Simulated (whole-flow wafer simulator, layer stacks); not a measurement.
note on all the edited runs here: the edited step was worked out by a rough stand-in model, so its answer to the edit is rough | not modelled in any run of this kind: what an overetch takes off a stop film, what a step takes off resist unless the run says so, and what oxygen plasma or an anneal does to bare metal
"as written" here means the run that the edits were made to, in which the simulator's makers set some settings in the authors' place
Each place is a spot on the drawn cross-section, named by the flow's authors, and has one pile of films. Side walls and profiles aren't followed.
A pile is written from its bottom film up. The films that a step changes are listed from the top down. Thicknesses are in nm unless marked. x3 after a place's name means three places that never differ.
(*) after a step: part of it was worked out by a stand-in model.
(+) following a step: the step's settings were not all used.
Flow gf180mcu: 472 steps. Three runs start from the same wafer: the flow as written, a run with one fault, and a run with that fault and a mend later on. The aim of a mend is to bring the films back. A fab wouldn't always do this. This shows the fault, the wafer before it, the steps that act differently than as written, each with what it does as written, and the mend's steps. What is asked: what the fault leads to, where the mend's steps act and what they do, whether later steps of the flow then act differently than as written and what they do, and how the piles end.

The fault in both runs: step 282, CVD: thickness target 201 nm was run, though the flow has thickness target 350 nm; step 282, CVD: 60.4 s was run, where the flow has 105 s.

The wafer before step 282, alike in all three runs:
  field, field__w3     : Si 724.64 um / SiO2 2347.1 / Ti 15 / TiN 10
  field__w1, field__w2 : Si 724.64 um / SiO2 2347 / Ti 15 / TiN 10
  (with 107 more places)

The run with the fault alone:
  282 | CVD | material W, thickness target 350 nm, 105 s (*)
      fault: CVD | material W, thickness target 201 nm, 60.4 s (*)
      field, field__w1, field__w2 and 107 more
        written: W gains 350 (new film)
        fault: W gains 202.3 (new film)
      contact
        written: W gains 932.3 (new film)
        fault: W gains 784.6 (new film)
  Steps further on in the flow that do not act as written:
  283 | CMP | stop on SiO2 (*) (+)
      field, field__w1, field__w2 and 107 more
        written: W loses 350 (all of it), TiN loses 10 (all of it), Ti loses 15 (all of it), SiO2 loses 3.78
        fault: W loses 202.3 (all of it), TiN loses 10 (all of it), Ti loses 15 (all of it), SiO2 loses 2.29
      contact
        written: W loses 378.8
        fault: W loses 229.6
  When the end is reached, the piles differ only a little from the flow's at the places that both follow, at most by 2% or 0.5 nm, whichever is larger.

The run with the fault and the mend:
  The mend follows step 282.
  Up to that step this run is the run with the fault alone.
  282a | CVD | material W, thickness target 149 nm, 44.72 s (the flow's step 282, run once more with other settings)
      field, field__w1, field__w2 and 108 more
        W gains 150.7
  Later steps of the flow that are run all act as written at every place that is followed, up to a difference of at most 2% or 0.5 nm, whichever is larger.
  When the end is reached, the piles differ only a little from the flow's at the places that both follow, at most by 2% or 0.5 nm, whichever is larger.
